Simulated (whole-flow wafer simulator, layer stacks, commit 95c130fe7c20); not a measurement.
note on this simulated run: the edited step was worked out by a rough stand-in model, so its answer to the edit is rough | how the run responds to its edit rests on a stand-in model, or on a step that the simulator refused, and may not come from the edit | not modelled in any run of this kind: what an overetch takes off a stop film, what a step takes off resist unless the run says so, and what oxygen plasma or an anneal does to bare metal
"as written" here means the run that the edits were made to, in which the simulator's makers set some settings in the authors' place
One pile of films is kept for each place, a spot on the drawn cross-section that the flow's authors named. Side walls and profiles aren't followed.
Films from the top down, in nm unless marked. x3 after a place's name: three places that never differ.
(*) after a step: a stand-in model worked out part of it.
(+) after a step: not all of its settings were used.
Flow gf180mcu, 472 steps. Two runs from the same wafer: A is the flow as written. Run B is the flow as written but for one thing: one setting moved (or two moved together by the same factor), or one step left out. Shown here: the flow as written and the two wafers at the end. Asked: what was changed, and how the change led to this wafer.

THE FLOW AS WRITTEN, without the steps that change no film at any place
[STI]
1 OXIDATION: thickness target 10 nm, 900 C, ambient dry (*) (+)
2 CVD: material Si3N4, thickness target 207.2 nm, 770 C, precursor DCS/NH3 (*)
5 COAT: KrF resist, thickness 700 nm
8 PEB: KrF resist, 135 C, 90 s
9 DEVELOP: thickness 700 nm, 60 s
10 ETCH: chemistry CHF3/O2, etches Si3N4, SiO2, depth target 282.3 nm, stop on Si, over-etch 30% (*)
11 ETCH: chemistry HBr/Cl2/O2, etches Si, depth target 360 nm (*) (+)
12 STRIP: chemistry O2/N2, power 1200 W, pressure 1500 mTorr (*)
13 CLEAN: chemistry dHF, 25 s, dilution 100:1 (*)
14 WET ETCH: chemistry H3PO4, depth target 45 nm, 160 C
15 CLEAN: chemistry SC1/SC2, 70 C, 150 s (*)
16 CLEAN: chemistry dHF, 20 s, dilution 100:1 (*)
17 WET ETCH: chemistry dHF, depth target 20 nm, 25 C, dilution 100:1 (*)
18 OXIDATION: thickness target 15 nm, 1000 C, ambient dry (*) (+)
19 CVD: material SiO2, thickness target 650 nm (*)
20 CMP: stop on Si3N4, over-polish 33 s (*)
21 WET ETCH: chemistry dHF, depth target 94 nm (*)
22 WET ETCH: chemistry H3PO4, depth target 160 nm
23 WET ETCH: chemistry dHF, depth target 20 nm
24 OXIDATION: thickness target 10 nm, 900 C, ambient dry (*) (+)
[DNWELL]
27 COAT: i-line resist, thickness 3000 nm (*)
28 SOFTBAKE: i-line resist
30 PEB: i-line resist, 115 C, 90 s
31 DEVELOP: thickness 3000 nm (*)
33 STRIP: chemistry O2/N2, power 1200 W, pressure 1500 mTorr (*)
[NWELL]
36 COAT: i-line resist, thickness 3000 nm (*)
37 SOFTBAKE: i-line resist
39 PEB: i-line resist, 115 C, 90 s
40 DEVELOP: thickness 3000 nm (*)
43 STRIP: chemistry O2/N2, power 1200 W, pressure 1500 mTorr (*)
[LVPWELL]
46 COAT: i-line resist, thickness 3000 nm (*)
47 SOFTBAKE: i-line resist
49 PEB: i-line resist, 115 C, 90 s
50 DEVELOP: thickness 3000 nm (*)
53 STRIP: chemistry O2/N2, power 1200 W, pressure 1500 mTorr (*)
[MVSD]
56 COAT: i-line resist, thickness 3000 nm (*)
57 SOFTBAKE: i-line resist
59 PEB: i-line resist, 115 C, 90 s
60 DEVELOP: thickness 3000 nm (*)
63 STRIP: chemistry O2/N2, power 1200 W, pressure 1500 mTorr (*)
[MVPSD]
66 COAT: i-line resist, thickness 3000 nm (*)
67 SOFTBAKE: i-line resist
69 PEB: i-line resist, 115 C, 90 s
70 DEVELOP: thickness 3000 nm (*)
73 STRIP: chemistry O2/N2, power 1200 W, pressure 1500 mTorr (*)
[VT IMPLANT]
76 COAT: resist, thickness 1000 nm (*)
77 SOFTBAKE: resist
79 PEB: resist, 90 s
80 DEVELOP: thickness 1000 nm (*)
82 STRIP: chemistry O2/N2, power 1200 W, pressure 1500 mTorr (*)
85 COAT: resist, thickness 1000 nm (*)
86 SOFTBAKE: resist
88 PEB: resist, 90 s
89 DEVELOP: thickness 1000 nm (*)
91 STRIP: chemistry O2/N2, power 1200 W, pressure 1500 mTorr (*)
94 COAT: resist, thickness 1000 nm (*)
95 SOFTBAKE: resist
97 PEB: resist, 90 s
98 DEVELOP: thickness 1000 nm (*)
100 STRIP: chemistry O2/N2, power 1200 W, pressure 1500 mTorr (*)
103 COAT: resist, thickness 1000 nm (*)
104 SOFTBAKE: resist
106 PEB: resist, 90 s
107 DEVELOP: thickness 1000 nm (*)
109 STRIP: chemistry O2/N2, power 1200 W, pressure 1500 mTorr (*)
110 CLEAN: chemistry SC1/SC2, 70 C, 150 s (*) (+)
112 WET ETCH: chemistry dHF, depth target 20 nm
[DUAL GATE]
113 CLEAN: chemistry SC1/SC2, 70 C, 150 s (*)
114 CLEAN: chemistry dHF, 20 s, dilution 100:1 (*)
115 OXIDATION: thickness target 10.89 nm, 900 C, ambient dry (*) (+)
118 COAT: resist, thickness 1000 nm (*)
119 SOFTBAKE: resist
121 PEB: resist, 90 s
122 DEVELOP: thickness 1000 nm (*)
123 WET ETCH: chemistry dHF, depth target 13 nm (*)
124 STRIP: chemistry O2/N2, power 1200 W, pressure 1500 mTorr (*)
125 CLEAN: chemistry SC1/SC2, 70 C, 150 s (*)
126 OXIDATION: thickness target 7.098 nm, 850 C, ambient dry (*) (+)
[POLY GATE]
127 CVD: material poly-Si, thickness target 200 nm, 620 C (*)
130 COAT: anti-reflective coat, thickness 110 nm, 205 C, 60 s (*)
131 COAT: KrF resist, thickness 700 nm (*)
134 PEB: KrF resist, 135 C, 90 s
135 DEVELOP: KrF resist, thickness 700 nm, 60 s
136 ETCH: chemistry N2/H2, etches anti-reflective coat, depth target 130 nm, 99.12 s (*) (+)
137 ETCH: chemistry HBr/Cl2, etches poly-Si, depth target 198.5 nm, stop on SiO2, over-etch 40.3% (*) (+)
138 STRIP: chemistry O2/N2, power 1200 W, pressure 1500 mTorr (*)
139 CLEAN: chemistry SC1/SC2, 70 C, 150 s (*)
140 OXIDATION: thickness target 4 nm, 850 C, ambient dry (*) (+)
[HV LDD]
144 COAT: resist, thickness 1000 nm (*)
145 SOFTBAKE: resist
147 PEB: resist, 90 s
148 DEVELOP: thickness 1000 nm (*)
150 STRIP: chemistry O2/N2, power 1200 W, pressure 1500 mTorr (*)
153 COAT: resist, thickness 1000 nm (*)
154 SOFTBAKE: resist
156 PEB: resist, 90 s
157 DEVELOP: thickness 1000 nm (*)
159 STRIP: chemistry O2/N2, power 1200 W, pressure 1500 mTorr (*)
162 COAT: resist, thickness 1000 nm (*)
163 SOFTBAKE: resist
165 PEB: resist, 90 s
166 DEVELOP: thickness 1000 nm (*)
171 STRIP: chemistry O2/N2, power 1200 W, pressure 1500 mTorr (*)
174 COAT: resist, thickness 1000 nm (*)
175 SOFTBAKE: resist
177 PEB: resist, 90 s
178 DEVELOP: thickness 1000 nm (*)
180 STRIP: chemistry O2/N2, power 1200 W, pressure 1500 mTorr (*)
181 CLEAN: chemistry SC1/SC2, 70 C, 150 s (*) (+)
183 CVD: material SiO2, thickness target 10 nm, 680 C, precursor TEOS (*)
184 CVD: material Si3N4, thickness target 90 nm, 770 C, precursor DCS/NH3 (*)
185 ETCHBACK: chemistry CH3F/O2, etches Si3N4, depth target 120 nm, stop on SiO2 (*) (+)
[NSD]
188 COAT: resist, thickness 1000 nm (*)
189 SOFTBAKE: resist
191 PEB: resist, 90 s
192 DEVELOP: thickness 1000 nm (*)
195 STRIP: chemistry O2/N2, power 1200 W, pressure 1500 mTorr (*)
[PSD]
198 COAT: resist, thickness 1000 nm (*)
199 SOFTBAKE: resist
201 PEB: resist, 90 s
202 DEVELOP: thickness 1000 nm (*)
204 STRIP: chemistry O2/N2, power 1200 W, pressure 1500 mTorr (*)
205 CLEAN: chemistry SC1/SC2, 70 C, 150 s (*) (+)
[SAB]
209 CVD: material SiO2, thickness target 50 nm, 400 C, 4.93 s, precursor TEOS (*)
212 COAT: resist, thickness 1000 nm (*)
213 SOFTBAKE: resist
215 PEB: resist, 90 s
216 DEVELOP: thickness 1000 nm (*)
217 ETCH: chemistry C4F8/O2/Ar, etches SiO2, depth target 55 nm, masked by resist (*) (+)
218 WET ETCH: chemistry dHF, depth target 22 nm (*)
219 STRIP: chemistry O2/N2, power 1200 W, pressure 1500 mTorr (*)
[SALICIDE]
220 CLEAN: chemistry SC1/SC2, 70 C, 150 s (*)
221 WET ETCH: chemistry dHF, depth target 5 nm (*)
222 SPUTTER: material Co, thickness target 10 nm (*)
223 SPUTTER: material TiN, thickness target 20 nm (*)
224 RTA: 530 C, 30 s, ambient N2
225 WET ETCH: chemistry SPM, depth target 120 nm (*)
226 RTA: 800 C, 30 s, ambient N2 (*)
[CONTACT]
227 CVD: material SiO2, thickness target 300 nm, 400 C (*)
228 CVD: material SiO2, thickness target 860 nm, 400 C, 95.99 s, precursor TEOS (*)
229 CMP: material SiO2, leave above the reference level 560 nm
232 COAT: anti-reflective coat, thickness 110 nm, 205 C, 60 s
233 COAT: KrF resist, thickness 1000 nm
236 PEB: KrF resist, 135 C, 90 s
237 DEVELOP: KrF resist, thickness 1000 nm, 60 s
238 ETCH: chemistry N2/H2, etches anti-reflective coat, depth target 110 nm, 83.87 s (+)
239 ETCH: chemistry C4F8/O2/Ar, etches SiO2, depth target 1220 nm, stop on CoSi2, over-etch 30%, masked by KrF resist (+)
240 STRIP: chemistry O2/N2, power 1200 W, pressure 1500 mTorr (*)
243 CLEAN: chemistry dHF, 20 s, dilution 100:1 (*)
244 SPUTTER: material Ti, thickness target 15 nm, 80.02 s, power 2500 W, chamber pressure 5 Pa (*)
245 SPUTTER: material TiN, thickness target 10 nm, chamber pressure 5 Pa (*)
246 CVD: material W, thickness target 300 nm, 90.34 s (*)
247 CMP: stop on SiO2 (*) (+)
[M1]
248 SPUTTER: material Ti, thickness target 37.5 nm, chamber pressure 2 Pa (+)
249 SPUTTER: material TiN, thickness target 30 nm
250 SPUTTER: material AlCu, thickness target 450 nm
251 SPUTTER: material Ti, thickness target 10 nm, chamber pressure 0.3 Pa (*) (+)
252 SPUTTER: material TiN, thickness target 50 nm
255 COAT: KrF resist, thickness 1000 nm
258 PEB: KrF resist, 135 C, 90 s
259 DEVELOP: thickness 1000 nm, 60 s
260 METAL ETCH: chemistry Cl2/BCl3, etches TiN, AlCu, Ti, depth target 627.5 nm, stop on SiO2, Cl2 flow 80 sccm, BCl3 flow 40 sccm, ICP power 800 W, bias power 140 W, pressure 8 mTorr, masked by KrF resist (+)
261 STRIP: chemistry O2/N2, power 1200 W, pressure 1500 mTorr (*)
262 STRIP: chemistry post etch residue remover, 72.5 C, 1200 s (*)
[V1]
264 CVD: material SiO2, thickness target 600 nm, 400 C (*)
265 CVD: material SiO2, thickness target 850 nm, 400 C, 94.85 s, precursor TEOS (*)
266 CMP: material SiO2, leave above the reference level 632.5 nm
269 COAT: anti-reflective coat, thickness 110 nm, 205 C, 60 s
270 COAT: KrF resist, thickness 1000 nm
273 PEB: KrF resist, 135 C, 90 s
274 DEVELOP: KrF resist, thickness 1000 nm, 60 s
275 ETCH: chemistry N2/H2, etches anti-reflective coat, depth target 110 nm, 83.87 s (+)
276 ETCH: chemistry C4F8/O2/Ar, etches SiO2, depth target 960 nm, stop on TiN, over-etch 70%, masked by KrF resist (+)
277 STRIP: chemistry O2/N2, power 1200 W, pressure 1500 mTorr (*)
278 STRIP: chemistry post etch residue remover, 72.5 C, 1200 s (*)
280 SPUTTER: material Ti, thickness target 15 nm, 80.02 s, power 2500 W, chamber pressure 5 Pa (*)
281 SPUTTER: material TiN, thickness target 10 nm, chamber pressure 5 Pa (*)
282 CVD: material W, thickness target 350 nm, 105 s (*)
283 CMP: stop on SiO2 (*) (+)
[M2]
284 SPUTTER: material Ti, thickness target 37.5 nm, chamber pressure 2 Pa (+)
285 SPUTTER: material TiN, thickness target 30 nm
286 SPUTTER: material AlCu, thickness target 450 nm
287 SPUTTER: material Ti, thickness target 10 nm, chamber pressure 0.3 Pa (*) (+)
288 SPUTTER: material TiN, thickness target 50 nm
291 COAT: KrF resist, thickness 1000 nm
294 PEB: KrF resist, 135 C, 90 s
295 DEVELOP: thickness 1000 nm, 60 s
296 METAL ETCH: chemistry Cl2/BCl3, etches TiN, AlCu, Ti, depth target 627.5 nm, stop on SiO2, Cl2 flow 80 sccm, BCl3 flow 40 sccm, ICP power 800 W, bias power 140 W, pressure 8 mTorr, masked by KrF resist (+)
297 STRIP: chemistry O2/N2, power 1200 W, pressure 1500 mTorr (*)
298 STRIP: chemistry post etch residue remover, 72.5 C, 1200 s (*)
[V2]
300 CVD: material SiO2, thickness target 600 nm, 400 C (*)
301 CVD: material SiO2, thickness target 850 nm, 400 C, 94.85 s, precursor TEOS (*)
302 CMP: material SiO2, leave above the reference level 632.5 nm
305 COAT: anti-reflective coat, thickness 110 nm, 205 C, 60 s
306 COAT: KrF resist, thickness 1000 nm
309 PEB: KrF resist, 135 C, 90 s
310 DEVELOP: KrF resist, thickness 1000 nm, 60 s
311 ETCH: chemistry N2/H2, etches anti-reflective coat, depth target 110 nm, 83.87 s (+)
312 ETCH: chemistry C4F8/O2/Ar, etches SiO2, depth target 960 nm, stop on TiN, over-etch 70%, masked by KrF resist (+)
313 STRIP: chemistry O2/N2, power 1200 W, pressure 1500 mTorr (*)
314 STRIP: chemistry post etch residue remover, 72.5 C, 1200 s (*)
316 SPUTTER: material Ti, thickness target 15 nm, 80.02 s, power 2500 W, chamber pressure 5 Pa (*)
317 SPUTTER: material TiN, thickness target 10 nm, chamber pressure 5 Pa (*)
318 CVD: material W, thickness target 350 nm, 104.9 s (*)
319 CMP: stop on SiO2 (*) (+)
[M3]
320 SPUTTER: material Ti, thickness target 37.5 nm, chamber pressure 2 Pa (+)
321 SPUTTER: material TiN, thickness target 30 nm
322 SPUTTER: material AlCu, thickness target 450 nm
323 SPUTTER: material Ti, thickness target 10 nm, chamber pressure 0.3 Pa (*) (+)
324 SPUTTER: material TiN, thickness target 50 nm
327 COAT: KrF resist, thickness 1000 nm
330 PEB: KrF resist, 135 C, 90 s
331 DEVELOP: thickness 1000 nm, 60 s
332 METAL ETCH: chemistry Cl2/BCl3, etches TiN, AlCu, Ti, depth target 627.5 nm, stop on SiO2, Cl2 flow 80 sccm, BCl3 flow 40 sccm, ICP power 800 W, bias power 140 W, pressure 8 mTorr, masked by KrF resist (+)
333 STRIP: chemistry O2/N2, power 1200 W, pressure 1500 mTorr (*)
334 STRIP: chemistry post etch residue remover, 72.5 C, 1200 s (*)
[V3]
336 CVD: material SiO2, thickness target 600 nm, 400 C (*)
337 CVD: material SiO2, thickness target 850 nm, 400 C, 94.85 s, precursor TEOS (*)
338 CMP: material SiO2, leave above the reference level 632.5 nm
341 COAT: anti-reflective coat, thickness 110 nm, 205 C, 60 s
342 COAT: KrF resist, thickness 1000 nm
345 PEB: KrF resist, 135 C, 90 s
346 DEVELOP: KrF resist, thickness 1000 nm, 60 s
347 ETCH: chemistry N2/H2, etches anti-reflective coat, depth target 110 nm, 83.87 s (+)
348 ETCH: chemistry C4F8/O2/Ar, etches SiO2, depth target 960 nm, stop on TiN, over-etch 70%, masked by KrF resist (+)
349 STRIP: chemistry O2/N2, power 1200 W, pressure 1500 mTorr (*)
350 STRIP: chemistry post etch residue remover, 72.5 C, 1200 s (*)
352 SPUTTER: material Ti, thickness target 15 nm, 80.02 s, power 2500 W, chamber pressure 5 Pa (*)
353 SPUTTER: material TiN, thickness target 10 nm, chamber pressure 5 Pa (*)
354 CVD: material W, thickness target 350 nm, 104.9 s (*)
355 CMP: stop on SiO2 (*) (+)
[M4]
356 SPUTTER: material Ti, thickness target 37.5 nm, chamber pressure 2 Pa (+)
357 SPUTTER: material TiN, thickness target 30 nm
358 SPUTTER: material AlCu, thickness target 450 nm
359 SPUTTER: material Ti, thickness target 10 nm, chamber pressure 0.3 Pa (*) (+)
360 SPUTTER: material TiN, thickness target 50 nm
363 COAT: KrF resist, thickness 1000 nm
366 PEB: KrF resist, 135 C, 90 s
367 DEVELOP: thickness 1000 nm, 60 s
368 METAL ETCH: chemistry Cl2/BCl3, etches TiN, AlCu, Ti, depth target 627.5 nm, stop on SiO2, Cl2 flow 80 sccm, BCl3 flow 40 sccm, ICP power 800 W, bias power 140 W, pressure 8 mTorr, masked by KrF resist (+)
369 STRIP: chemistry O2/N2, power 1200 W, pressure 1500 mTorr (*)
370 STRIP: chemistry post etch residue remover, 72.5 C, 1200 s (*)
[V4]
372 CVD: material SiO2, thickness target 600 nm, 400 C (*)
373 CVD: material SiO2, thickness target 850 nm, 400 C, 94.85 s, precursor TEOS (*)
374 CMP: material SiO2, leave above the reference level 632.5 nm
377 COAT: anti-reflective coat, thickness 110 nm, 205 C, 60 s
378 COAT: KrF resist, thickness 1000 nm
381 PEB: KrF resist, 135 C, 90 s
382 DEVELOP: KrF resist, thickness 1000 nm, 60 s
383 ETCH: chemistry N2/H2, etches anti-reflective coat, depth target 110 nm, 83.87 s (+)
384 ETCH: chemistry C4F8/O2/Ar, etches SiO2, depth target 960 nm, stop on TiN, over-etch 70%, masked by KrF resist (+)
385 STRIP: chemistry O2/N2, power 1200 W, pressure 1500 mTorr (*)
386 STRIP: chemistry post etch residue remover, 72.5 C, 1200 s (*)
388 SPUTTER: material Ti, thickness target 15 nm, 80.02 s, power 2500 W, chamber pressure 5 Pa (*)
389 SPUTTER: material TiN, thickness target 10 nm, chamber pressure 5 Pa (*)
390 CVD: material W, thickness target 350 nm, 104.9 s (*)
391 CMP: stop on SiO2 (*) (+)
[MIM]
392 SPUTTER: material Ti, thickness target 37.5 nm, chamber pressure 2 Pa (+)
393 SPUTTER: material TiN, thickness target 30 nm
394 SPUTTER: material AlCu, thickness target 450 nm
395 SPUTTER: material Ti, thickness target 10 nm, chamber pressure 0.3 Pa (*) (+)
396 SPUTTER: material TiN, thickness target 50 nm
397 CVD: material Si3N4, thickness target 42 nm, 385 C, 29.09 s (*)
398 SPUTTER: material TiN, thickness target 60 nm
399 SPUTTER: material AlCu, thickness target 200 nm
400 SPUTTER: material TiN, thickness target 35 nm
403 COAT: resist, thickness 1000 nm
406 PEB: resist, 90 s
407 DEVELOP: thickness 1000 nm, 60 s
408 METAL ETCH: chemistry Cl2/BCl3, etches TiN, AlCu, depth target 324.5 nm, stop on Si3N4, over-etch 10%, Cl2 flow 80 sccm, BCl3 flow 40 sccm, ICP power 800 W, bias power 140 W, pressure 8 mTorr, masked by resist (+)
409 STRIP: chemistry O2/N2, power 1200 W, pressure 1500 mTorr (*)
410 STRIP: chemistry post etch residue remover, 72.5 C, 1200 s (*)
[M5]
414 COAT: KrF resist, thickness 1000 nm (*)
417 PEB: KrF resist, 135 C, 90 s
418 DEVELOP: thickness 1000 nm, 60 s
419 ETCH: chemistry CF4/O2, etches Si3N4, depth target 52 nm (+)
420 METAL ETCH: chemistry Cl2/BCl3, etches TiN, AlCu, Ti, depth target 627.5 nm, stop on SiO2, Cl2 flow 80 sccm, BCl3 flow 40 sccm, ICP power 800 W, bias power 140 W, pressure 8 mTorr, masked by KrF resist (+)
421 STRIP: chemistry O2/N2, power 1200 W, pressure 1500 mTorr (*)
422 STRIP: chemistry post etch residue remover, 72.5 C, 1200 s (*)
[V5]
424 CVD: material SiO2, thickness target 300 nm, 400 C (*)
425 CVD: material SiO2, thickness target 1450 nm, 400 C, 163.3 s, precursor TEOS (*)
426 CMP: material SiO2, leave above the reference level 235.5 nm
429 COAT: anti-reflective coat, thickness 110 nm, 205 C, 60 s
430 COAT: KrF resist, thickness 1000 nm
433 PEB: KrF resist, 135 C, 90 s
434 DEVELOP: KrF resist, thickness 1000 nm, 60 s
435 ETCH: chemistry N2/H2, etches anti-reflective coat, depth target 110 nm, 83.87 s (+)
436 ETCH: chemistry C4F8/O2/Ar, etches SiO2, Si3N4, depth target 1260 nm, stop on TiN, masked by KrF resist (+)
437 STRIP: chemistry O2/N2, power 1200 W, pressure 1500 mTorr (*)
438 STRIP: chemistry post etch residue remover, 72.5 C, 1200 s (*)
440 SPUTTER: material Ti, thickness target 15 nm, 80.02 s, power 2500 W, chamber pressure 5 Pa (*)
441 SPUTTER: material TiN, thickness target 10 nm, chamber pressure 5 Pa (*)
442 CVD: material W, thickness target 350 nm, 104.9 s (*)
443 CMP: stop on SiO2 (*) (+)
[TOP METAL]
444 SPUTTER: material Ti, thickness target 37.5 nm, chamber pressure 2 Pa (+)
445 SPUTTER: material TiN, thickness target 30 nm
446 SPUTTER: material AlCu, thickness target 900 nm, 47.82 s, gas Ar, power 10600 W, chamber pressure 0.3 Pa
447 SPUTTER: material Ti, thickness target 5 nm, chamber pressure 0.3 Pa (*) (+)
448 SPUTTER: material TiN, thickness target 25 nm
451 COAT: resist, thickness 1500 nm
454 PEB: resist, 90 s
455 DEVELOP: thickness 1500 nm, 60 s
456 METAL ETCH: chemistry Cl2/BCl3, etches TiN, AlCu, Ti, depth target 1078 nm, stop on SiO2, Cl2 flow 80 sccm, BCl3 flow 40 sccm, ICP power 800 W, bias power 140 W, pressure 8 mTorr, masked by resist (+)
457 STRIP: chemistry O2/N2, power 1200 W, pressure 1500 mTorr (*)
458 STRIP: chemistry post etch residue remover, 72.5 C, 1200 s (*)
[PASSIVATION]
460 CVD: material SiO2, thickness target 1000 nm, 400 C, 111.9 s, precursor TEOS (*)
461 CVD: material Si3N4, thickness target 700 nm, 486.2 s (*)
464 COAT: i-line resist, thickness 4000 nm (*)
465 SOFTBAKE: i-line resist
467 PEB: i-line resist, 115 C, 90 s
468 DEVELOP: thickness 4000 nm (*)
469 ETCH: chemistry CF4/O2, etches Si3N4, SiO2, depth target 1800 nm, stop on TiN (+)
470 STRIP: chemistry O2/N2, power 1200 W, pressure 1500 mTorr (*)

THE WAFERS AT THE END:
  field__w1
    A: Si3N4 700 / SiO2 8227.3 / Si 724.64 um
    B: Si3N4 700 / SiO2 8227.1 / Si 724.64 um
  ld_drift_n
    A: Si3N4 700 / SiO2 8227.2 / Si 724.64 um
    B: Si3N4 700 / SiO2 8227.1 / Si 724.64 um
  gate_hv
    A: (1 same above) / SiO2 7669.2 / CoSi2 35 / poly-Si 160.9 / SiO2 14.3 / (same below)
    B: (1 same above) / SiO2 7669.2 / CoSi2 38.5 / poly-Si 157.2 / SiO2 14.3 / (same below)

The cause: step 222, SPUTTER: thickness target 11 nm was run, where the flow has thickness target 10 nm.

How the change led to this, step by step:
  222 SPUTTER: material Co, thickness target 10 nm (*)
      field, field__w7, field__w8 and 71 more: A Co +10 (new film) | B Co +11 (new film)
      field__w6, field_sub, field_sub__w2: A Co +9.95 (new film) | B Co +10.9 (new film)
      (and at 34 more places)
  223 SPUTTER: material TiN, thickness target 20 nm (*)
      field__w12: A TiN +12 (new film) | B TiN +12.6 (new film)
  224 RTA: 530 C, 30 s, ambient N2
      gate, gate_hv, gate_p and 22 more: A under 1 film: CoSi +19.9 (new film), Co -10 (all of it), poly-Si -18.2 | B under 1 film: CoSi +21.9 (new film), Co -11 (all of it), poly-Si -20
      active, p_well, sd_n and 11 more: A under 1 film: CoSi +19.9 (new film), Co -10 (all of it), Si -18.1 | B under 1 film: CoSi +21.9 (new film), Co -11 (all of it), Si -19.9
      (and at 10 more places)
  225 WET ETCH: chemistry SPM, depth target 120 nm (*)
      field, field__w7, field__w8 and 32 more: A TiN -20 (all of it), Co -10 (all of it) | B TiN -20 (all of it), Co -11 (all of it)
      field__w9, nw_enc_fld_lv__w3: A TiN -19.1 (all of it), Co -9.6 (all of it) | B TiN -19.1 (all of it), Co -10.6 (all of it)
      (and at 25 more places)
  226 RTA: 800 C, 30 s, ambient N2 (*)
      gate, gate_hv, gate_p and 22 more: A CoSi2 +35 (new film), CoSi -19.9 (all of it), poly-Si -18.2 | B CoSi2 +38.5 (new film), CoSi -21.9 (all of it), poly-Si -20
      active, p_well, sd_n and 11 more: A CoSi2 +35 (new film), CoSi -19.9 (all of it), Si -18.1 | B CoSi2 +38.5 (new film), CoSi -21.9 (all of it), Si -19.9
      (and at 10 more places)
